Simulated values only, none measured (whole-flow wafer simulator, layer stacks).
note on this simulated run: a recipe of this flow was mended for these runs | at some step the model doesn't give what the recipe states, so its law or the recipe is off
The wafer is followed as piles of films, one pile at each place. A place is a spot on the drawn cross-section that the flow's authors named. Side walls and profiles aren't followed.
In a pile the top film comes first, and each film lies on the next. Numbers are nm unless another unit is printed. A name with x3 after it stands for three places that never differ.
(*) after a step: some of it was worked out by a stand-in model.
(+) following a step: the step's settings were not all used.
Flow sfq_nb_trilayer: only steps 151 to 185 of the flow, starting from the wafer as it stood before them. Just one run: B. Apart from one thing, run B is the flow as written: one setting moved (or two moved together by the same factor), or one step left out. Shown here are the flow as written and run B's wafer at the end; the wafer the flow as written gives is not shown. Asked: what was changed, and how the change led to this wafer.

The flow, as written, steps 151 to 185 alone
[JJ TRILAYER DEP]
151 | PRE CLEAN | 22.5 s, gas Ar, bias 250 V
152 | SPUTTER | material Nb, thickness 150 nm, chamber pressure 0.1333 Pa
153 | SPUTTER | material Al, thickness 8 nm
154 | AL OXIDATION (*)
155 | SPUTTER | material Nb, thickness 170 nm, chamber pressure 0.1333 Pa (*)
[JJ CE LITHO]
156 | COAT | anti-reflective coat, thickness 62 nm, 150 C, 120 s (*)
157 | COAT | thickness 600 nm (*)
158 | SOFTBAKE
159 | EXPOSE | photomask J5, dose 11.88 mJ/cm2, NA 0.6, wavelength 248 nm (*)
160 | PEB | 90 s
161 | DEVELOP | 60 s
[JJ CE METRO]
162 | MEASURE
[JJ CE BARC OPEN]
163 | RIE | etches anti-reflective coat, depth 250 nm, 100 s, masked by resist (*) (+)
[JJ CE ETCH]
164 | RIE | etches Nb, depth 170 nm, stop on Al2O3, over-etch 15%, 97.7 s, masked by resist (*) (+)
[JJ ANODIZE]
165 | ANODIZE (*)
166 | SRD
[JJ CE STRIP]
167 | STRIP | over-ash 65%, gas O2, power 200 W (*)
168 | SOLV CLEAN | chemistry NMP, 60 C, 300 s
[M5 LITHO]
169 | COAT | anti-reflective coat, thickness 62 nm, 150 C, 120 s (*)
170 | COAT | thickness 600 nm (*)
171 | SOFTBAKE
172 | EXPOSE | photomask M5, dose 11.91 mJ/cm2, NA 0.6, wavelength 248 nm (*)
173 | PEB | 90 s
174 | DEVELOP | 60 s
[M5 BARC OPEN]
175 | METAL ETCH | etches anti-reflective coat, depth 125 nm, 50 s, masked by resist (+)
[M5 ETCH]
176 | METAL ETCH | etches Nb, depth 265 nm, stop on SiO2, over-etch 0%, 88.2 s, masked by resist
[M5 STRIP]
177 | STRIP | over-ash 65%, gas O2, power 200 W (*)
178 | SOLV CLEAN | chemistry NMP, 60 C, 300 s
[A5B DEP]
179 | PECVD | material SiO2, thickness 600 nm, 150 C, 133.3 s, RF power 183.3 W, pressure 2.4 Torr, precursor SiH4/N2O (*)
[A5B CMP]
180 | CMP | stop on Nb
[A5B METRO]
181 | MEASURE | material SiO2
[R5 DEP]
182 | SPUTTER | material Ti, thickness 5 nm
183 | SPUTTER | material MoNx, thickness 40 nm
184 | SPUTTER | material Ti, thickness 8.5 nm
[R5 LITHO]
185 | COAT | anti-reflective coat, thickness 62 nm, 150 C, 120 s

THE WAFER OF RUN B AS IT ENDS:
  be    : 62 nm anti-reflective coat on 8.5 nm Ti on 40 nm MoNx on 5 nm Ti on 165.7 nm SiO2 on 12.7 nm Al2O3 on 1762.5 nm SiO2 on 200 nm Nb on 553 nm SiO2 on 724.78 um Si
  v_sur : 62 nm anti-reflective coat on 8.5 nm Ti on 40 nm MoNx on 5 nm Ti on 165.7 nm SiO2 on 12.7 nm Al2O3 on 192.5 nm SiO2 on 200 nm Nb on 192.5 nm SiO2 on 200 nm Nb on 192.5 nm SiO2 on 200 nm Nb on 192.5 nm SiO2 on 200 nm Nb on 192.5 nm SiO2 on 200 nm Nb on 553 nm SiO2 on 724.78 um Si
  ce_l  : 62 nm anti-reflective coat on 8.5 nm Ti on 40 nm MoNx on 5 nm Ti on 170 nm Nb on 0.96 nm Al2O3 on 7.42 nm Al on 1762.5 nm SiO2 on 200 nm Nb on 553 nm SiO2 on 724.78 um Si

Cause: step 152, SPUTTER: material Nb, thickness 150 nm, chamber pressure 0.1333 Pa, was skipped.

Step by step, how the change led to this:
  153 | SPUTTER | material Al, thickness 8 nm
      via_wl, via_wr: Al gains 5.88 (new film) (it would be, as written: Al gains 5.13 (new film))
  155 | SPUTTER | material Nb, thickness 170 nm, chamber pressure 0.1333 Pa (*)
      via_wl, via_wr: Nb gains 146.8 (new film) (it would be, as written: Nb gains 139.9 (new film))
      via_w: Nb gains 147 (new film) (it would be, as written: Nb gains 140.2 (new film))
  156 | COAT | anti-reflective coat, thickness 62 nm, 150 C, 120 s (*)
      via_wl, via_wr: anti-reflective coat gains 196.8 (new film) (it would be, as written: anti-reflective coat gains 224.3 (new film))
      v_sur: anti-reflective coat gains 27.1 (new film) (it would be, as written: anti-reflective coat gains 27.8 (new film))
      (also at 1 further place)
  157 | COAT | thickness 600 nm (*)
      via_w: KrF-resist-other-grade gains 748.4 (new film) (it would be, as written: KrF-resist-other-grade gains 766.6 (new film))
  161 | DEVELOP | 60 s
      via_w: KrF-resist-other-grade loses 746.8 (all of it) (it would be, as written: KrF-resist-other-grade loses 764.9 (all of it))
  163 | RIE | etches anti-reflective coat, depth 250 nm, 100 s, masked by resist (*) (+)
      via_wl, via_wr: anti-reflective coat loses 196.8 (all of it) (it would be, as written: anti-reflective coat loses 224.3 (all of it))
      v_sur: anti-reflective coat loses 27.1 (all of it) (it would be, as written: anti-reflective coat loses 27.8 (all of it))
      (also at 1 further place)
  164 | RIE | etches Nb, depth 170 nm, stop on Al2O3, over-etch 15%, 97.7 s, masked by resist (*) (+)
      via_wl, via_wr: Nb loses 146.8 (all of it), Al2O3 loses 0.96 (all of it) (it would be, as written: Nb loses 139.9 (all of it), Al2O3 loses 0.96 (all of it))
      via_w: Nb loses 147 (all of it), Al2O3 loses 0.96 (all of it) (it would be, as written: Nb loses 140.2 (all of it), Al2O3 loses 0.96 (all of it))
  165 | ANODIZE (*)
      field_l, v_sur, via_sp and 96 more: Al2O3 gains 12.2, Al loses 7.42 (all of it) (it would be, as written: Al2O3 gains 12.2, Nb2O5 gains 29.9 (new film), Al loses 7.42 (all of it), Nb loses 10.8)
      via_wl, via_wr: Al2O3 gains 8.75 (new film), Nb2O5 gains 37 (new film), Al loses 5.3 (all of it), Nb loses 13.3 (it would be, as written: Al2O3 gains 7.51 (new film), Nb2O5 gains 39.2 (new film), Al loses 4.55 (all of it), Nb loses 14.1)
      (also at 1 further place)
  169 | COAT | anti-reflective coat, thickness 62 nm, 150 C, 120 s (*)
      via_wl, via_wr: anti-reflective coat gains 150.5 (new film) (it would be, as written: anti-reflective coat gains 184 (new film))
      ce_l, ce_r: anti-reflective coat gains 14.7 (new film) (it would be, as written: anti-reflective coat gains 17.1 (new film))
      (also at 13 further places)
  170 | COAT | thickness 600 nm (*)
      via_w: KrF-resist-other-grade gains 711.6 (new film) (it would be, as written: KrF-resist-other-grade gains 736.5 (new film))
      c5j: KrF-resist-other-grade gains 499.6 (new film) (it would be, as written: KrF-resist-other-grade gains 511 (new film))
      (also at 1 further place)
  175 | METAL ETCH | etches anti-reflective coat, depth 125 nm, 50 s, masked by resist (+)
      r_sur: anti-reflective coat loses 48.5 (all of it), Al2O3 loses 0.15 (it would be, as written: anti-reflective coat loses 49.6 (all of it), Al2O3 loses 0.15)
      wl_a_sl: anti-reflective coat loses 51.1 (all of it), Al2O3 loses 0.15 (it would be, as written: anti-reflective coat loses 54.5 (all of it), Al2O3 loses 0.14)
  176 | METAL ETCH | etches Nb, depth 265 nm, stop on SiO2, over-etch 0%, 88.2 s, masked by resist
      field_l, res, r_end and 47 more: Al2O3 loses 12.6 (all of it), SiO2 loses 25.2 (it would be, as written: Al2O3 loses 12.6 (all of it), Nb2O5 loses 29.9 (all of it), Nb loses 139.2 (all of it), SiO2 loses 8.33)
      r_sur, wl_a_sl, wl_a_m6: Al2O3 loses 12.5 (all of it), SiO2 loses 25.2 (it would be, as written: Al2O3 loses 12.5 (all of it), Nb2O5 loses 29.9 (all of it), Nb loses 139.2 (all of it), SiO2 loses 8.33)
  177 | STRIP | over-ash 65%, gas O2, power 200 W (*)
      v_sur: KrF-resist-other-grade loses 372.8 (all of it), anti-reflective coat loses 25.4 (all of it) (it would be, as written: KrF-resist-other-grade loses 366.5 (all of it), anti-reflective coat loses 26.6 (all of it))
      via_wl: KrF-resist-other-grade loses 420 (all of it), anti-reflective coat loses 150.5 (all of it) (it would be, as written: KrF-resist-other-grade loses 418.2 (all of it), anti-reflective coat loses 184 (all of it))
      (also at 13 further places)
  180 | CMP | stop on Nb
      field_l, lsp_m, ln_m6 and 44 more: SiO2 loses 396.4 (it would be, as written: SiO2 loses 263.3)
      v_sur, via_sp, via_v and 43 more: SiO2 loses 434.3 (it would be, as written: SiO2 loses 453.5)
      (also at 9 further places)
Taking metal films that touch as one body, be has 2 bodies (between them, from the top down: SiO2 165.7 / Al2O3 12.7 / SiO2 1762.5); the flow as written gives 3 bodies (between them, from the top down: SiO2 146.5 / Al2O3 12.7 / Nb2O5 29.9; SiO2 1762.5).
Taking metal films that touch as one body, v_sur has 6 bodies (between them, from the top down: SiO2 165.7 / Al2O3 12.7 / SiO2 192.5; SiO2 192.5; SiO2 192.5; SiO2 192.5; SiO2 192.5); the flow as written gives 7 bodies (between them, from the top down: SiO2 146.5 / Al2O3 12.7 / Nb2O5 29.9; SiO2 192.5; SiO2 192.5; SiO2 192.5; SiO2 192.5; SiO2 192.5).
